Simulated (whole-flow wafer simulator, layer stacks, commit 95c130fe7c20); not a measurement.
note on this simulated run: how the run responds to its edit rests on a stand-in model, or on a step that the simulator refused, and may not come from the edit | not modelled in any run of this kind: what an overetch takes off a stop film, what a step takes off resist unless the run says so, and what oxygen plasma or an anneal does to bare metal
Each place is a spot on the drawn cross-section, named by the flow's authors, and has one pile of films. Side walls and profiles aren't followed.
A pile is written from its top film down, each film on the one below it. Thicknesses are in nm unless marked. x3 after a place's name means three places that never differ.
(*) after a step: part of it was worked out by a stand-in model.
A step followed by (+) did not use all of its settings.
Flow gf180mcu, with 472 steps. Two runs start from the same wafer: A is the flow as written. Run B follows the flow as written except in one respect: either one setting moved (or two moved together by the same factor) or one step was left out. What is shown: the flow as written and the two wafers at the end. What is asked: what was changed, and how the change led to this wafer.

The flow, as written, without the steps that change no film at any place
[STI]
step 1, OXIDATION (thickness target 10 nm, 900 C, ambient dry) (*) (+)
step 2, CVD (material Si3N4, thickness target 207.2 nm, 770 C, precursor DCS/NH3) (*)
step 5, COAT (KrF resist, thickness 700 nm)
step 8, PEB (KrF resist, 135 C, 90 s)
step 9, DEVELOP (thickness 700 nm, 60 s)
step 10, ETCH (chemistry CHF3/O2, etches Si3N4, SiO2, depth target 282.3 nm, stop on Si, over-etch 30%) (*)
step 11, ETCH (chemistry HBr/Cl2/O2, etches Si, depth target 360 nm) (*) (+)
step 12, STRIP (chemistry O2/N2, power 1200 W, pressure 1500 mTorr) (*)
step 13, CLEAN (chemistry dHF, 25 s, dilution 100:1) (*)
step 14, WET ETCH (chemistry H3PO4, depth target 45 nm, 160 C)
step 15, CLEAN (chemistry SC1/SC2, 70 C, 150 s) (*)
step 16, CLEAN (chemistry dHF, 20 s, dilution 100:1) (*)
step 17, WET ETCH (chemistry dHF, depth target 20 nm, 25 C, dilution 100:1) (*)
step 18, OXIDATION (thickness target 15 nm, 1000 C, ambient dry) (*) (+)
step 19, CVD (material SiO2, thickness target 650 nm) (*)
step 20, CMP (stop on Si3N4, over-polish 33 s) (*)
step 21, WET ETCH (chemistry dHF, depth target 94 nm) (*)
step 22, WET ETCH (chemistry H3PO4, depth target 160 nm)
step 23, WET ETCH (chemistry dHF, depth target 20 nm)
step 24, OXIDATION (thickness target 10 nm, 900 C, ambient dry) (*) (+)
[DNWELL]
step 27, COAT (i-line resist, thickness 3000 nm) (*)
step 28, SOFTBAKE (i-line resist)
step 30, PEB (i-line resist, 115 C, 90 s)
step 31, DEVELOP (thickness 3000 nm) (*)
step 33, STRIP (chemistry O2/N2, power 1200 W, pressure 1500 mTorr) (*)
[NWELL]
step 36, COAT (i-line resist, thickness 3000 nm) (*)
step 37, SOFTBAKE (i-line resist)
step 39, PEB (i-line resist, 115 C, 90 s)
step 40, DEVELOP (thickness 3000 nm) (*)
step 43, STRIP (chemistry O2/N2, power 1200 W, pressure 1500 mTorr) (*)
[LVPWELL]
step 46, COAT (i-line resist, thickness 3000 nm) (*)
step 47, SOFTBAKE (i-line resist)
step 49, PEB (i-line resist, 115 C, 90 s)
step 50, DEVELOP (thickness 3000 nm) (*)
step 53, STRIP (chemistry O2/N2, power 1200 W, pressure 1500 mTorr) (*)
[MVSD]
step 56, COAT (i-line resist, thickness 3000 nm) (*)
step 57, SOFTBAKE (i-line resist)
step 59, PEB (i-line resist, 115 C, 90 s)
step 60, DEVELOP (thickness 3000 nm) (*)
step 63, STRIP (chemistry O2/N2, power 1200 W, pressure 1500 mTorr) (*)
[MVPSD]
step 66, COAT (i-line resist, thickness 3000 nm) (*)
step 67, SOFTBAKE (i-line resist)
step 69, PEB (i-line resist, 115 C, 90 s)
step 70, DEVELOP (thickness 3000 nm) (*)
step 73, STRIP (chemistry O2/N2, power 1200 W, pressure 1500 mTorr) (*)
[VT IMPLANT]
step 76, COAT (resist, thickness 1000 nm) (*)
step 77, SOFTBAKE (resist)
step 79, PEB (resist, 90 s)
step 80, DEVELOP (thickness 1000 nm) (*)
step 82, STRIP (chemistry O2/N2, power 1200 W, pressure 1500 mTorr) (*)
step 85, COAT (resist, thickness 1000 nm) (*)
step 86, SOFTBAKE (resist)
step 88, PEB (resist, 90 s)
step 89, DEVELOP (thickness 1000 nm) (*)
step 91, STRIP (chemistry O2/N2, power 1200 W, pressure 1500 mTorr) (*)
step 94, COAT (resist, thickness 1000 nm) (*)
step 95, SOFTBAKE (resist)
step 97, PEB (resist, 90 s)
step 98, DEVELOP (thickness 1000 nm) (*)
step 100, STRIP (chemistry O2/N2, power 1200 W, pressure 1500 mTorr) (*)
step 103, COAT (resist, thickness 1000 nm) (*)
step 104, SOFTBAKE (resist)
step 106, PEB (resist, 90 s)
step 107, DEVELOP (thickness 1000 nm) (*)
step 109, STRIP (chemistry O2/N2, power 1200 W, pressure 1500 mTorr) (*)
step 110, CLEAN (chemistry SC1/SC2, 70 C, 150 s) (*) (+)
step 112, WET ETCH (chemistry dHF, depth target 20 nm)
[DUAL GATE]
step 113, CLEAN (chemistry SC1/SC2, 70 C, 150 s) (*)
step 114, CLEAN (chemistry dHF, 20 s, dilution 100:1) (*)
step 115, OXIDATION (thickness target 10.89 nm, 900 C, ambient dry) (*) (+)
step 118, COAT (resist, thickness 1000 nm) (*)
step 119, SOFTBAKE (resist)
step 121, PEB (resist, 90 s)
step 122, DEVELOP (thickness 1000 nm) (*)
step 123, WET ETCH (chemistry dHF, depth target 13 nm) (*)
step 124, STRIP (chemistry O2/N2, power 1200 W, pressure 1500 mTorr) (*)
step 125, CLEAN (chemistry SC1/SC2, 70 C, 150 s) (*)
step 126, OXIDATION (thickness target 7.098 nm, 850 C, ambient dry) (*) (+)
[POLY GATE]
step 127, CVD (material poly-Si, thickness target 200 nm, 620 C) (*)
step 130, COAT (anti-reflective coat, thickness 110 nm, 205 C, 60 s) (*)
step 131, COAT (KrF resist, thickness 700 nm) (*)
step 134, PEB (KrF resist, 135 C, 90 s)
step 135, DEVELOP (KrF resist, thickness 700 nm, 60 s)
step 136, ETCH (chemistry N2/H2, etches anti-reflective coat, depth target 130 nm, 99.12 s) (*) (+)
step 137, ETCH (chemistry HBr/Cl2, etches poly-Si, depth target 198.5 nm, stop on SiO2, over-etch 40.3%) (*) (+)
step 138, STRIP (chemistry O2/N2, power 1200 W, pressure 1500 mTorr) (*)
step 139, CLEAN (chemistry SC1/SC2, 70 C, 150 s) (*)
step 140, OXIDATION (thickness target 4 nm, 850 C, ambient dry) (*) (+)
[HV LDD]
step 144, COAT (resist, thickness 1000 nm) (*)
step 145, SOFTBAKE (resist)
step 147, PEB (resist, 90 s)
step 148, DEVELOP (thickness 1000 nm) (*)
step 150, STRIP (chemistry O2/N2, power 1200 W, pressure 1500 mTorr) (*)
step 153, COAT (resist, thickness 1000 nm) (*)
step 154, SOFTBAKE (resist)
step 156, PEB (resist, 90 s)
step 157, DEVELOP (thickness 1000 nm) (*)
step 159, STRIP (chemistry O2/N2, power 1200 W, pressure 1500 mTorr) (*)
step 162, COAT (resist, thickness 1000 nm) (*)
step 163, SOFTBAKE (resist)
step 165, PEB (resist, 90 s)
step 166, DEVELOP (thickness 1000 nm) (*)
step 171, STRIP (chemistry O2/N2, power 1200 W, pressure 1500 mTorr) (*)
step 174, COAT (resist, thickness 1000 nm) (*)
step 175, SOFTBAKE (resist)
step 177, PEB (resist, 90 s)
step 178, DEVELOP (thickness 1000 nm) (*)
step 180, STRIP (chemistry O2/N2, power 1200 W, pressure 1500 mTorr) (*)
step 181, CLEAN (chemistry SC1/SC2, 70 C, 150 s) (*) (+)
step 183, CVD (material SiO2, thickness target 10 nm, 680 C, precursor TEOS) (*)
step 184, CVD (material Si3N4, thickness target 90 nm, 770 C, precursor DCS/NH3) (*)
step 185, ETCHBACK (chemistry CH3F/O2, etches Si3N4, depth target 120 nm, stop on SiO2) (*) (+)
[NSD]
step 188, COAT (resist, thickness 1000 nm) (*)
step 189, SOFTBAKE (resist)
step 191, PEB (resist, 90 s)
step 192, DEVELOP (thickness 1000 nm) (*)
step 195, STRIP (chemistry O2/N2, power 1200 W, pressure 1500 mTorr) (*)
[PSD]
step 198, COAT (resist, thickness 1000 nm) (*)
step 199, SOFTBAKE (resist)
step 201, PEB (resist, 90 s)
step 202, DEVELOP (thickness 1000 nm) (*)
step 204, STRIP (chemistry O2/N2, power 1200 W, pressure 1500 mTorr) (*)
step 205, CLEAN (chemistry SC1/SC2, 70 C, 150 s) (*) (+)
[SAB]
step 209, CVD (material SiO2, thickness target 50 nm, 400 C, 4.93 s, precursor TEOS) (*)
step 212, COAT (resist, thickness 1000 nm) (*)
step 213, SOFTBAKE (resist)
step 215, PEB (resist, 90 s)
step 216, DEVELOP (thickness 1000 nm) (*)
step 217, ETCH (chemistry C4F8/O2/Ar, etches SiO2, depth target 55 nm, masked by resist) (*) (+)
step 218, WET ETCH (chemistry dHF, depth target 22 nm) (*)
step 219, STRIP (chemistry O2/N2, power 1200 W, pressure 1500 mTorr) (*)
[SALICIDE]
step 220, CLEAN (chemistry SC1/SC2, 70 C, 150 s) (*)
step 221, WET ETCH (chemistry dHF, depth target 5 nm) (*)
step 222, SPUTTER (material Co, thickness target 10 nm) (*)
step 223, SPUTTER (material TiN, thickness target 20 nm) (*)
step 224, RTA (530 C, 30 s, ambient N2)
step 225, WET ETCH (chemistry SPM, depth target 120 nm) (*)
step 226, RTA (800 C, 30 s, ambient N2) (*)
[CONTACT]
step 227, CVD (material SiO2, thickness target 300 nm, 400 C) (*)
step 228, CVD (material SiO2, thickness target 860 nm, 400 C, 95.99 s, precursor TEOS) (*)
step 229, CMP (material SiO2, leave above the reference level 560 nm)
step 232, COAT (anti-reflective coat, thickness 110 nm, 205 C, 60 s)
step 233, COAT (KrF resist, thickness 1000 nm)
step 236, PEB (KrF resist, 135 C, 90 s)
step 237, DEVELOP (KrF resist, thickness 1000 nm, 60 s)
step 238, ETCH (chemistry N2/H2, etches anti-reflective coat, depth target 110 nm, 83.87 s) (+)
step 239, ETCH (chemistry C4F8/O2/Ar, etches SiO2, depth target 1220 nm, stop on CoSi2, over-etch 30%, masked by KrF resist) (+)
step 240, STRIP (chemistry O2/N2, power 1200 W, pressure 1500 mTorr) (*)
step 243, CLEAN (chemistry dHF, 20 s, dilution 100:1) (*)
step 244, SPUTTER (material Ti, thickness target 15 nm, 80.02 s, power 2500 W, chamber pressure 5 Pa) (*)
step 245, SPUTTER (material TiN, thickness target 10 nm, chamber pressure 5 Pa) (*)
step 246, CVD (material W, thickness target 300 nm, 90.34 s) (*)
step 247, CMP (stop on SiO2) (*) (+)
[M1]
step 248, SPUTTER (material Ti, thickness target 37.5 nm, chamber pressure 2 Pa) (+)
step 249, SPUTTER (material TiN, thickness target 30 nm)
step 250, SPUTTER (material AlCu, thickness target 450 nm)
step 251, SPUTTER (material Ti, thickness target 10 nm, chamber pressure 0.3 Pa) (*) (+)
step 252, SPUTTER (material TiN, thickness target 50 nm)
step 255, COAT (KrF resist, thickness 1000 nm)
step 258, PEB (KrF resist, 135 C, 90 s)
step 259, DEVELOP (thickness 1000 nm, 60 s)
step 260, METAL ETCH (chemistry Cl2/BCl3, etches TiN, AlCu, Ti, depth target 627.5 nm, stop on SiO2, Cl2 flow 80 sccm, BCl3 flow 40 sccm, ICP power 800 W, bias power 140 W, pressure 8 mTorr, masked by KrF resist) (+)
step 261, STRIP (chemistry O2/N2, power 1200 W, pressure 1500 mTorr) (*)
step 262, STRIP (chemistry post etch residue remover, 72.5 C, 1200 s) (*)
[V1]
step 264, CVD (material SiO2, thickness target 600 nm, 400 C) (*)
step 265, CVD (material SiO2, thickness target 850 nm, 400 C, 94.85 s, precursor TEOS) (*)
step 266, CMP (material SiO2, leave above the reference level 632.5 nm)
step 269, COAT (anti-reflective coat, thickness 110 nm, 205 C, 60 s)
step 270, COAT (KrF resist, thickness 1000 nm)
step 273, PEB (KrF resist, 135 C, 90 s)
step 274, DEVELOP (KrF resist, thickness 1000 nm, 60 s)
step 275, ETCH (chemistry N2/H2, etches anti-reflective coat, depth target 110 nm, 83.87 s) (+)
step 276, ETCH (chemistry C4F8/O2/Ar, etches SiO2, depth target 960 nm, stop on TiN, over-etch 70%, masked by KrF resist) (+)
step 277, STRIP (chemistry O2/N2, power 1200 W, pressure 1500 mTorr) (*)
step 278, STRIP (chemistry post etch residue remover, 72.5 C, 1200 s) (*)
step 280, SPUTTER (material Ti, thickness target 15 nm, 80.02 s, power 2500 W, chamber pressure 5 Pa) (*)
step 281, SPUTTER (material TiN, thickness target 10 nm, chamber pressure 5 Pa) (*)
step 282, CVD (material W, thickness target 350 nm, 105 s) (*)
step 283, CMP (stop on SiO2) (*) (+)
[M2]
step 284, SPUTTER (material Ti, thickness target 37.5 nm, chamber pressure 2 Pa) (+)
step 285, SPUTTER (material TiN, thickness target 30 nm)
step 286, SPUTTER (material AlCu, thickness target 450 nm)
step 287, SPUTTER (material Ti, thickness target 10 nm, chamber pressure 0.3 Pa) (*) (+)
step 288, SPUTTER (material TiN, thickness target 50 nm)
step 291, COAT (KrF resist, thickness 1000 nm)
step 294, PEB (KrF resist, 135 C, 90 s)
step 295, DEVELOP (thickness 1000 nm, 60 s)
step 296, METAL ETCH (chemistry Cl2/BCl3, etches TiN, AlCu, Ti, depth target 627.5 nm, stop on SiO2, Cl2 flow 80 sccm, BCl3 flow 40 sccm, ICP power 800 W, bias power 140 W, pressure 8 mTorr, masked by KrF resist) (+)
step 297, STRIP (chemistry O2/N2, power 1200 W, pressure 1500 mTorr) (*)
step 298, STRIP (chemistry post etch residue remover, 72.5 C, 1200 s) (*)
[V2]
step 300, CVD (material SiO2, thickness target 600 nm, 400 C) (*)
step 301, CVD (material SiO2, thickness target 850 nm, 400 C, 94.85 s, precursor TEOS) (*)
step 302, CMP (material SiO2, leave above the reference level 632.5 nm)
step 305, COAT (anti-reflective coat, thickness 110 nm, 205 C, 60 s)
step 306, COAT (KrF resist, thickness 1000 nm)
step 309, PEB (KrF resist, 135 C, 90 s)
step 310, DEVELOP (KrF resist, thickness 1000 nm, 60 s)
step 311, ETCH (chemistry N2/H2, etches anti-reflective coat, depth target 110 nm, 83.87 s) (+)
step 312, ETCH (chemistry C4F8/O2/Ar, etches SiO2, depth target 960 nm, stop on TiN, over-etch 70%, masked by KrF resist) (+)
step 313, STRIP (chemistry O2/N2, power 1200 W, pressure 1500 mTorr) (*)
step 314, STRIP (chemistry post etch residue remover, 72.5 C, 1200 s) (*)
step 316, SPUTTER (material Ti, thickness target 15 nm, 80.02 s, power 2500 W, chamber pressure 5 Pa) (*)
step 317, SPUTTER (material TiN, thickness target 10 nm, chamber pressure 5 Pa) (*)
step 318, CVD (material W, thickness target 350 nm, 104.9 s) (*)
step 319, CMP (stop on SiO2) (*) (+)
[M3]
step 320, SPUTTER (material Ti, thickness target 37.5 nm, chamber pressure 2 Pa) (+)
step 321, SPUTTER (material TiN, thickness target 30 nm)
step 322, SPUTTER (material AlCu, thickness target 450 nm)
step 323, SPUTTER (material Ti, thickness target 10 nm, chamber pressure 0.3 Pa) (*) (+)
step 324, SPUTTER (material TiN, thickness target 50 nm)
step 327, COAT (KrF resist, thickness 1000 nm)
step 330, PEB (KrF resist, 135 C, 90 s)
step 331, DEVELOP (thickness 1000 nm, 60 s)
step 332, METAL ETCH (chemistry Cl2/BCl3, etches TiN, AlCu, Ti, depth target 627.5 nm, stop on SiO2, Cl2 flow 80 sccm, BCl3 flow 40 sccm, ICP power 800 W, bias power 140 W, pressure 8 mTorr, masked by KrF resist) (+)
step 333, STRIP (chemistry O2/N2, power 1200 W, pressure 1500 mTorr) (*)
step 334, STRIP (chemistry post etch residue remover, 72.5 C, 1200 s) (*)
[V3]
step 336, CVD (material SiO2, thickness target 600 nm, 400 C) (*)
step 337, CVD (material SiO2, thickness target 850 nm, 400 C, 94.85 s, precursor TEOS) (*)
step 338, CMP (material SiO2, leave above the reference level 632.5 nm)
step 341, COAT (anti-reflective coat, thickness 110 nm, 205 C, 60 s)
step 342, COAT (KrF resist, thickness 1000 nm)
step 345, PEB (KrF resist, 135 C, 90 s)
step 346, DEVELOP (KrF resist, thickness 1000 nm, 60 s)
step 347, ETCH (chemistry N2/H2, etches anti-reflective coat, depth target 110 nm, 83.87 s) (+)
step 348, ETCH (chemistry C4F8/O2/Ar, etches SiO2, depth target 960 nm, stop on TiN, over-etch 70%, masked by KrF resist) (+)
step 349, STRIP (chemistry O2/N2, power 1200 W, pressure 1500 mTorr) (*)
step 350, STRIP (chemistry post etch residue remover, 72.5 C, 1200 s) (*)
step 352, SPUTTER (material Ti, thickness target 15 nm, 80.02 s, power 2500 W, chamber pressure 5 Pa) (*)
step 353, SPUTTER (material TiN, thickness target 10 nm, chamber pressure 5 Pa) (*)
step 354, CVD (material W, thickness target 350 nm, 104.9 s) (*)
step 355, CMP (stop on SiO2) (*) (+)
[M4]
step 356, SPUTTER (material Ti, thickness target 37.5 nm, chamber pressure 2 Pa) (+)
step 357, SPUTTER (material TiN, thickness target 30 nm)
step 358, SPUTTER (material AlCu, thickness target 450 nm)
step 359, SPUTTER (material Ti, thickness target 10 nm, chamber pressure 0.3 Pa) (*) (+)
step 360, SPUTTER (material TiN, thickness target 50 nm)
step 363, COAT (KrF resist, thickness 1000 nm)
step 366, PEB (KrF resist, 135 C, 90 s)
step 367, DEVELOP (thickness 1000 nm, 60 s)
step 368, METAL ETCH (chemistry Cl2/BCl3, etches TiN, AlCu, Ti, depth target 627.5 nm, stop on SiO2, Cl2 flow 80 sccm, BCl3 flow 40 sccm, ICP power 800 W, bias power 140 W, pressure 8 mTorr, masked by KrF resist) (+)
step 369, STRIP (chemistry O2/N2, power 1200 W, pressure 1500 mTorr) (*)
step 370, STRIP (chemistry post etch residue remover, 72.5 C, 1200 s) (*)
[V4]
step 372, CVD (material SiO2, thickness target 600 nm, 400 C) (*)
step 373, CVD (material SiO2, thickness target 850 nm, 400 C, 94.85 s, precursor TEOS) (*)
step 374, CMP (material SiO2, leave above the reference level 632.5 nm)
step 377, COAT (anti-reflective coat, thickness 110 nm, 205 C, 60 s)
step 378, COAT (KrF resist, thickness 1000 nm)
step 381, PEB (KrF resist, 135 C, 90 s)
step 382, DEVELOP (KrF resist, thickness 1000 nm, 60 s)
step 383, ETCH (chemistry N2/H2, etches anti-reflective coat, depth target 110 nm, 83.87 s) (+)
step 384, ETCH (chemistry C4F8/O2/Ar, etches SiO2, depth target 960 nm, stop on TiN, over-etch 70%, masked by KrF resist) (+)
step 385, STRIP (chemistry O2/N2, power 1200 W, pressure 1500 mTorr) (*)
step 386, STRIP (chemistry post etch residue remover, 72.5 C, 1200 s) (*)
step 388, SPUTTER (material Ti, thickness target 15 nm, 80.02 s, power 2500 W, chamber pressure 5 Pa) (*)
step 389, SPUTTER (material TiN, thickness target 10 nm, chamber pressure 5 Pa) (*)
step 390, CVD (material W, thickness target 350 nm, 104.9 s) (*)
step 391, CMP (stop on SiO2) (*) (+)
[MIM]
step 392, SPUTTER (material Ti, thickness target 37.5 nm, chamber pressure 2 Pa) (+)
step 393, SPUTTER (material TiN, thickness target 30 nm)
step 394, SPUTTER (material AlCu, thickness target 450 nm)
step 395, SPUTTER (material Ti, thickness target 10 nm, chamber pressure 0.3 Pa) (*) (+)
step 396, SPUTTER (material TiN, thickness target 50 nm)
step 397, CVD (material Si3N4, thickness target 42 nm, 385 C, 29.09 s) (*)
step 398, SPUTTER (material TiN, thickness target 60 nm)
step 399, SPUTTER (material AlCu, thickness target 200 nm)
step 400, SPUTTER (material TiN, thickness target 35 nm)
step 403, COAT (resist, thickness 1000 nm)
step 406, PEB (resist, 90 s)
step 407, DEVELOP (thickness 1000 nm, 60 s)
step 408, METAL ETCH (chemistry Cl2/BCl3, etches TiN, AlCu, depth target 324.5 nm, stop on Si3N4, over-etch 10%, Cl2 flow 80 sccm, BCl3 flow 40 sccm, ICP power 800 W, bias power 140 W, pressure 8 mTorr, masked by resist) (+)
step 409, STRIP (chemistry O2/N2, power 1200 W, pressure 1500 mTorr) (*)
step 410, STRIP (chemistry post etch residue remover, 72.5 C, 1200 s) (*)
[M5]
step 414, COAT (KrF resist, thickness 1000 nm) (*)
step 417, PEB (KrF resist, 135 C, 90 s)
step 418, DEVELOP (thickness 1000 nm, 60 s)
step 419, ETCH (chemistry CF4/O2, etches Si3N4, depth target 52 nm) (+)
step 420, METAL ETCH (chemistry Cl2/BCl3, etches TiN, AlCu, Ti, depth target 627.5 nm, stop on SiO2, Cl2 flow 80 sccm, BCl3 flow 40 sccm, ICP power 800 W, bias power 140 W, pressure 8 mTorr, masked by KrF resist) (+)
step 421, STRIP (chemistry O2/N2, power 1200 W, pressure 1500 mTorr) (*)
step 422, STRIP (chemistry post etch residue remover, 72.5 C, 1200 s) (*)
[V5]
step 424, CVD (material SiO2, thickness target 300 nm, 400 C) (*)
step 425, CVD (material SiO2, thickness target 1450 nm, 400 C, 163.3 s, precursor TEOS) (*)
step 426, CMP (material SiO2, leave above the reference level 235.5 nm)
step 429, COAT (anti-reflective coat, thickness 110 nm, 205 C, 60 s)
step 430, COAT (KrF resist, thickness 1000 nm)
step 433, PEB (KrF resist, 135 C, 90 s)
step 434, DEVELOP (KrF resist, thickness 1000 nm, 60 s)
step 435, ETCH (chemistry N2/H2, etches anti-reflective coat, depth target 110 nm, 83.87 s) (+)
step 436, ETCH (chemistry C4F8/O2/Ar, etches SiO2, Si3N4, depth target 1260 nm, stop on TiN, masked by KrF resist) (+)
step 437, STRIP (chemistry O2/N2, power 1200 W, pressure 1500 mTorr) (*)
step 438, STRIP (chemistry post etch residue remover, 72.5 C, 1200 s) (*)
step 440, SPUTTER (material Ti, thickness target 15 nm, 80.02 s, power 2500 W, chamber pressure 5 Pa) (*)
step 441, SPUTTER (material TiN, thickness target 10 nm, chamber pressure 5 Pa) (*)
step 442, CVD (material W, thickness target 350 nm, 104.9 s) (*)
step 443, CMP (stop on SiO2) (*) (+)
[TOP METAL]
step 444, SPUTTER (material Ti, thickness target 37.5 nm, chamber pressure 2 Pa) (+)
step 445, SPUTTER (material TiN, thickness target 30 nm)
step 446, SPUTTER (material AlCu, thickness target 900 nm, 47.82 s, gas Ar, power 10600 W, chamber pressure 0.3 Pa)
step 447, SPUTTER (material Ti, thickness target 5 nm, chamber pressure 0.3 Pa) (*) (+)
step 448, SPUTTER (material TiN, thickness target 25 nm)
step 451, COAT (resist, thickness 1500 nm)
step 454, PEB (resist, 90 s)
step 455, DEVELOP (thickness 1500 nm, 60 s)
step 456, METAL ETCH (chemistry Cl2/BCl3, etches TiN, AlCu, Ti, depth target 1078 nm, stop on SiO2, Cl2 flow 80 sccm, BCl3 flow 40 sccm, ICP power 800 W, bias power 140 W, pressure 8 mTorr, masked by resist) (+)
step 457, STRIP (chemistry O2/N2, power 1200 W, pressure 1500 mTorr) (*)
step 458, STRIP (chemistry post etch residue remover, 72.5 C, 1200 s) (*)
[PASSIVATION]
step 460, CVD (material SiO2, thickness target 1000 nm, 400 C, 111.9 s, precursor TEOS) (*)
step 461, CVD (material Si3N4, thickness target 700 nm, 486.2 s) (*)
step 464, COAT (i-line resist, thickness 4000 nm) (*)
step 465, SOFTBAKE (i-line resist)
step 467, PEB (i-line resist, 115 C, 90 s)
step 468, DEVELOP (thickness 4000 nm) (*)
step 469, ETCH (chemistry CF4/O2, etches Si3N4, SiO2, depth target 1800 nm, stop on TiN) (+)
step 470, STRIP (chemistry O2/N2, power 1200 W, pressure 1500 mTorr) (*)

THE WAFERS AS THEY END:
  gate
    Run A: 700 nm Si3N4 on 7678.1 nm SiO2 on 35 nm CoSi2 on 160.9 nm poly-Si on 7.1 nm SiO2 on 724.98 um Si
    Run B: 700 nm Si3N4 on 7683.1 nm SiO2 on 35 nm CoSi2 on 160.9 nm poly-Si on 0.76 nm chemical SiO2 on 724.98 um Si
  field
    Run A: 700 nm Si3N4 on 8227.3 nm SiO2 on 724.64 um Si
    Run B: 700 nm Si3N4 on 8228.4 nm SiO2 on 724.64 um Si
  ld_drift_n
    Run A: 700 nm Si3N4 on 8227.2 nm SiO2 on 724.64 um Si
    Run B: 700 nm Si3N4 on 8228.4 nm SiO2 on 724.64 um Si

The reason: step 126, OXIDATION: thickness target 7.098 nm, 850 C, ambient dry (*) (+), was skipped.

Step by step, how the change led to this:
  step 130, COAT (anti-reflective coat, thickness 110 nm, 205 C, 60 s) (*)
      p_well, spacer, sd_n: A +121 anti-reflective coat (new film) | B +124.2 anti-reflective coat (new film)
      pplus_u: A +116.4 anti-reflective coat (new film) | B +119 anti-reflective coat (new film)
  step 136, ETCH (chemistry N2/H2, etches anti-reflective coat, depth target 130 nm, 99.12 s) (*) (+)
      p_well, spacer, sd_n: A -121 anti-reflective coat (all of it), -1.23 poly-Si | B -124.2 anti-reflective coat (all of it), -1.15 poly-Si
      pplus_u: A -116.4 anti-reflective coat (all of it), -1.35 poly-Si | B -119 anti-reflective coat (all of it), -1.28 poly-Si
  step 140, OXIDATION (thickness target 4 nm, 850 C, ambient dry) (*) (+)
      active, n_well, p_well and 10 more: A +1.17 SiO2, -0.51 Si | B +4 SiO2 (new film), -0.76 chemical SiO2 (all of it), -1.43 Si
  step 145, SOFTBAKE (resist)
      active_nat: A +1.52 resist | B +2.57 resist
  step 154, SOFTBAKE (resist)
      active_nat: A +1.52 resist | B +2.57 resist
  step 163, SOFTBAKE (resist)
      active_nat: A +1.52 resist | B +2.57 resist
  step 175, SOFTBAKE (resist)
      active_nat: A +1.52 resist | B +2.57 resist
  step 189, SOFTBAKE (resist)
      field__w9: A +1.85 resist | B -1.05 resist
      active_hv: A +0.78 resist | B +0.19 resist
      (and at 1 other place as well)
  step 199, SOFTBAKE (resist)
      field__w9: A +1.85 resist | B -1.05 resist
      active_hv: A +0.78 resist | B +0.19 resist
      (and at 1 other place as well)
  step 218, WET ETCH (chemistry dHF, depth target 22 nm) (*)
      active, p_well, sd_n, iso_ptap_pw, iso_ntap_nw, iso_ptap_sub, vpnp_e: A -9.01 SiO2 (all of it) | B -5.48 SiO2 (all of it)
      ldn_tap, ldn_src, ldn_drn, ldp_tap, ldp_src, ldp_drn, ldp_gr: A -16 SiO2 (all of it) | B -12.5 SiO2 (all of it)
      (and at 9 other places as well)
  step 223, SPUTTER (material TiN, thickness target 20 nm) (*)
      field__w12: A +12 TiN (new film) | B +12.6 TiN (new film)
  step 225, WET ETCH (chemistry SPM, depth target 120 nm) (*)
      field__w12: A -12 TiN (all of it), -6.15 Co (all of it) | B -12.6 TiN (all of it), -6.14 Co (all of it)
